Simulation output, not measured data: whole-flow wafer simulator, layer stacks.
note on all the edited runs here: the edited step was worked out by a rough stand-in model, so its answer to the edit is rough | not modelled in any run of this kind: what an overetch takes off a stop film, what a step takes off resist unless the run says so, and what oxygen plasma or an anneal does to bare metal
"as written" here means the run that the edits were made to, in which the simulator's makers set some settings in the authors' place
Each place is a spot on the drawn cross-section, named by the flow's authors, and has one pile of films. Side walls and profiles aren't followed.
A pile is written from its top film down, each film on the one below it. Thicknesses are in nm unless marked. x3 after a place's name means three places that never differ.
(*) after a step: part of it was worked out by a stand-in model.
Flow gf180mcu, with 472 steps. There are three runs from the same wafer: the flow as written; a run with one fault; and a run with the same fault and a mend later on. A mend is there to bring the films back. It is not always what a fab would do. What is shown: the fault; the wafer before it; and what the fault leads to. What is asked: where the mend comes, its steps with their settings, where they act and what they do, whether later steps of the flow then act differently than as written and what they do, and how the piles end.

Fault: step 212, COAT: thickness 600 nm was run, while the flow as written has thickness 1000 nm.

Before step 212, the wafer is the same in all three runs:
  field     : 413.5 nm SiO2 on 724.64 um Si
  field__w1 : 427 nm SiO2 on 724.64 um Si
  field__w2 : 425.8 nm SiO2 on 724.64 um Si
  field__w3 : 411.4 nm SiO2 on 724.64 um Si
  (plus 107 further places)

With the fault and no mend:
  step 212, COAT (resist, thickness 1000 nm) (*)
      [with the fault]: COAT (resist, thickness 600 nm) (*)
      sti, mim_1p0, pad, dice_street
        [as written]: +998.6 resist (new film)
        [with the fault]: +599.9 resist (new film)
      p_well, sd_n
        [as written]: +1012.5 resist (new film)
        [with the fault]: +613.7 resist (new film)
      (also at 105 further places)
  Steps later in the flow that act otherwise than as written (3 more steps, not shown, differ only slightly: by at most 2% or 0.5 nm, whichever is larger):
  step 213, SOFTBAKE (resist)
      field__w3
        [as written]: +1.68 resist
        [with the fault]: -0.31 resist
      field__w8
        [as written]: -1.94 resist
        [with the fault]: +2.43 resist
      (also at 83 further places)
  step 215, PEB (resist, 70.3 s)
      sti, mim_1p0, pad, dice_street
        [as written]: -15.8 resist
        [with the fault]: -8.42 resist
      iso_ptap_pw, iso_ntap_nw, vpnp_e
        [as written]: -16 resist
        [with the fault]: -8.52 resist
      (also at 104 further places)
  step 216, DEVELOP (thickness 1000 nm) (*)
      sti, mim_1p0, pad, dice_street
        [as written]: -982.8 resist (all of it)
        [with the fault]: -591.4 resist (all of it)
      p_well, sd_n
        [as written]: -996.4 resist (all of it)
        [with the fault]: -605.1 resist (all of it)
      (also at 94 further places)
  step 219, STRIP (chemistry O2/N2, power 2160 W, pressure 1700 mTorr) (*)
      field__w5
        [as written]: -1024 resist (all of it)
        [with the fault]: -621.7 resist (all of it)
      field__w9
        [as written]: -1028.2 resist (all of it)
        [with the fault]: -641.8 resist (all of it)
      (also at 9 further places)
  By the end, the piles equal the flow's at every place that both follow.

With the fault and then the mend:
  The mend follows step 216.
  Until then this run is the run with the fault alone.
  step 216a, STRIP (chemistry O2/N2, power 2160 W, pressure 1700 mTorr) (*)
      field__w5
        -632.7 resist (all of it)
      field__w9
        -652.8 resist (all of it)
      field__w13
        -657.8 resist (all of it)
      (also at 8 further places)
  step 216b, DEHYDRATE (200 C, 60 s) (the flow's step 210 again)
      alters no film at any place that is followed
  step 216c, HMDS (120 C, 60 s) (the flow's step 211 again)
      alters no film at any place that is followed
  step 216d, COAT (resist, thickness 1000 nm) (*) (the flow's step 212 again)
      sti, mim_1p0, pad, dice_street
        +998.6 resist (new film)
      field__w1, ldp_out
        +1028.5 resist (new film)
      field_sub__w5, ldn_dft
        +1045.2 resist (new film)
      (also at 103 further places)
  step 216e, SOFTBAKE (resist) (the flow's step 213 again)
      ld_gate_n, polyc_n
        -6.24 resist
      nw_enc_fld, ldp_sep__w2
        +4.4 resist
      field
        -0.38 resist
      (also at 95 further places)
  step 216f, EXPOSE (photomask SAB) (the flow's step 214 again)
      alters no film at any place that is followed
  step 216g, PEB (resist, 70.3 s) (the flow's step 215 again)
      field__w1, nw_enc_fld, sti_nw and 8 more
        -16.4 resist
      field__w2, field__w5, field_sub__w3 and 6 more
        -16.9 resist
      field__w9, sd_p, nplus_u, nw_enc_fld_lv, ldn_src, ldn_drn, ldp_src, ldp_drn
        -17 resist
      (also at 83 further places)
  step 216h, DEVELOP (*) (the flow's step 216 again, with other settings)
      sti, mim_1p0, pad, dice_street
        -982.8 resist (all of it)
      field, nw_sep_fld
        -1007.3 resist (all of it)
      field__w3, field__w12
        -1049.4 resist (all of it)
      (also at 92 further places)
  Every later step of the flow that is run acts as written at every place that is followed.
  By the end, the piles equal the flow's at every place that both follow.
